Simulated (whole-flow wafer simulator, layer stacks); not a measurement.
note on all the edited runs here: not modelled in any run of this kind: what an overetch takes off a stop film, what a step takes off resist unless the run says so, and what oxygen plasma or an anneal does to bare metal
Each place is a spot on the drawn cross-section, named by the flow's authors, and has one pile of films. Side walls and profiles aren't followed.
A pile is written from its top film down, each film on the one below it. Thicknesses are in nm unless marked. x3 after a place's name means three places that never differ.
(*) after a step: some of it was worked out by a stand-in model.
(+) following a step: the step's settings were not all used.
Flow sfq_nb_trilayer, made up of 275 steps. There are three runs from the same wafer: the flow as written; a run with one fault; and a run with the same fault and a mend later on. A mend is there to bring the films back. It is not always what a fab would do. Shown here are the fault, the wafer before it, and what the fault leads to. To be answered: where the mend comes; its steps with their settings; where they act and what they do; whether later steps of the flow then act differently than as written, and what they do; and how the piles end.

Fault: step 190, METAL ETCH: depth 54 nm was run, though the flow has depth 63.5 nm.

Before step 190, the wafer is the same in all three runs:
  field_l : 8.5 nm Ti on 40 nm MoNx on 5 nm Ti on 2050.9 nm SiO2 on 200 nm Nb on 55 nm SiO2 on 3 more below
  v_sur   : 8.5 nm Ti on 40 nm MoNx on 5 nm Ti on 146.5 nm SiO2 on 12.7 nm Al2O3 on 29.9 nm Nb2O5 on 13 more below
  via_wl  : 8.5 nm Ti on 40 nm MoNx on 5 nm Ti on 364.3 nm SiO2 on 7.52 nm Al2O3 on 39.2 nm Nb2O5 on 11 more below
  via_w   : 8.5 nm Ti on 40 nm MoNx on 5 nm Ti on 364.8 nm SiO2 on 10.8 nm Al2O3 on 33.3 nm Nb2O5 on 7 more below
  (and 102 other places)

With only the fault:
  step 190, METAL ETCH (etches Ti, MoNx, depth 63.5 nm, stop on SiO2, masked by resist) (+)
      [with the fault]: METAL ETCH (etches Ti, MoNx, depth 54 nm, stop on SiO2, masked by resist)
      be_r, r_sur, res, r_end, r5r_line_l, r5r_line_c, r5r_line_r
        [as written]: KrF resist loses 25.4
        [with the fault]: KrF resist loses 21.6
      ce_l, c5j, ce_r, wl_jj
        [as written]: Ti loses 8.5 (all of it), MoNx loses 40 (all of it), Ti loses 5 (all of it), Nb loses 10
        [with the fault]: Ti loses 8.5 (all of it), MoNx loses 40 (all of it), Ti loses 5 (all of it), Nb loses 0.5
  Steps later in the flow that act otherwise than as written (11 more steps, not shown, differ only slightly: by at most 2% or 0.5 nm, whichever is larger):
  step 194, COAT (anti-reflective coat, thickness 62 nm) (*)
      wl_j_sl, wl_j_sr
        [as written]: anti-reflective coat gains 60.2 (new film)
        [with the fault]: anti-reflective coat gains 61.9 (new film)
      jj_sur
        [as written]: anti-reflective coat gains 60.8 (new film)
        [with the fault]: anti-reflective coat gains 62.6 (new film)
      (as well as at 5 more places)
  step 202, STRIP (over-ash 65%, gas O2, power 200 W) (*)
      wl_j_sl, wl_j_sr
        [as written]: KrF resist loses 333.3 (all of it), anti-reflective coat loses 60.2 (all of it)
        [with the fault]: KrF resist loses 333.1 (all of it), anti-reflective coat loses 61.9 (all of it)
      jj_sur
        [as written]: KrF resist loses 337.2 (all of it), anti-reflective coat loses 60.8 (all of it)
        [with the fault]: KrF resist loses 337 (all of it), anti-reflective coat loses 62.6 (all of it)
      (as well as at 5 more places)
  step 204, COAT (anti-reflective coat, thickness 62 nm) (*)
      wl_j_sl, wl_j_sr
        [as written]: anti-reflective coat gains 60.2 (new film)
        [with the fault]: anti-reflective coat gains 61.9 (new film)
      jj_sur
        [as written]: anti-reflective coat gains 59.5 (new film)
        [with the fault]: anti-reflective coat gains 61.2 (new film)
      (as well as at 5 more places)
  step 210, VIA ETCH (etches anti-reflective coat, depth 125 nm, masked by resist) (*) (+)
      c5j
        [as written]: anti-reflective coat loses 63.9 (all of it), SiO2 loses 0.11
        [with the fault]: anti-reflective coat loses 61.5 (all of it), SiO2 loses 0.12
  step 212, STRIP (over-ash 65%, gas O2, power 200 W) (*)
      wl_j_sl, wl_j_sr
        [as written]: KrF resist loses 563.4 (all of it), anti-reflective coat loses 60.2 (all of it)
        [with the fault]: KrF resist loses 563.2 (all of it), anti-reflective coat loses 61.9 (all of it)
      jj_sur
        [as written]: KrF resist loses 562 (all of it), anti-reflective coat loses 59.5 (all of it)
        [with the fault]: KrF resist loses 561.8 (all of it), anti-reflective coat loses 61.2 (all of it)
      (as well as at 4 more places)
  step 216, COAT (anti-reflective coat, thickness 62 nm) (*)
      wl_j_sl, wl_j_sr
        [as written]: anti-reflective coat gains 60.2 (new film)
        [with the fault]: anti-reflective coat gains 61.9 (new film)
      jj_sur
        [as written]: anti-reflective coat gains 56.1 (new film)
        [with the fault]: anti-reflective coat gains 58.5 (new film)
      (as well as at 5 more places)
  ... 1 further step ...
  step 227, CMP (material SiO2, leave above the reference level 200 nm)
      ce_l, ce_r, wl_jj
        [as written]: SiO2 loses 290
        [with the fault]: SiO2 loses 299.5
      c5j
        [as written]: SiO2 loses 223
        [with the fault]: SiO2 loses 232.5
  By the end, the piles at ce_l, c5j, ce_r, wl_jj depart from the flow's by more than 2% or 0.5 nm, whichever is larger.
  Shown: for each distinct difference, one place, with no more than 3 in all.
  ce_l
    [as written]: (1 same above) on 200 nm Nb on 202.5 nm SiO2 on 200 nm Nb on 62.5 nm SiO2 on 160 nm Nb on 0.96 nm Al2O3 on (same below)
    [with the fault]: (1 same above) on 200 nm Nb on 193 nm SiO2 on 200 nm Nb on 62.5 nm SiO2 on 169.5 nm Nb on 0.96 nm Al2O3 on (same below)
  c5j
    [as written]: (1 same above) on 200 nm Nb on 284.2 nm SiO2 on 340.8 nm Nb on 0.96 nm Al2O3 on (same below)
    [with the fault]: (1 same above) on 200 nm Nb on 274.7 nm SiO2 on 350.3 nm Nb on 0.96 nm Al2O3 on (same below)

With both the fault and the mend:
  The mend stands after step 190.
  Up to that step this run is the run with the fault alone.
  step 190a, METAL ETCH (etches Ti, MoNx, depth 9.5 nm, stop on SiO2, masked by resist) (the flow's step 190, run once more with other settings)
      be_r, r_sur, res, r_end, r5r_line_l, r5r_line_c, r5r_line_r
        KrF resist loses 3.8
      ce_l, c5j, ce_r, wl_jj
        Nb loses 9.5
  None of the later steps of the flow acts differently than as written at any place that is followed.
  At every place that both follow, the piles at the end match the flow's.
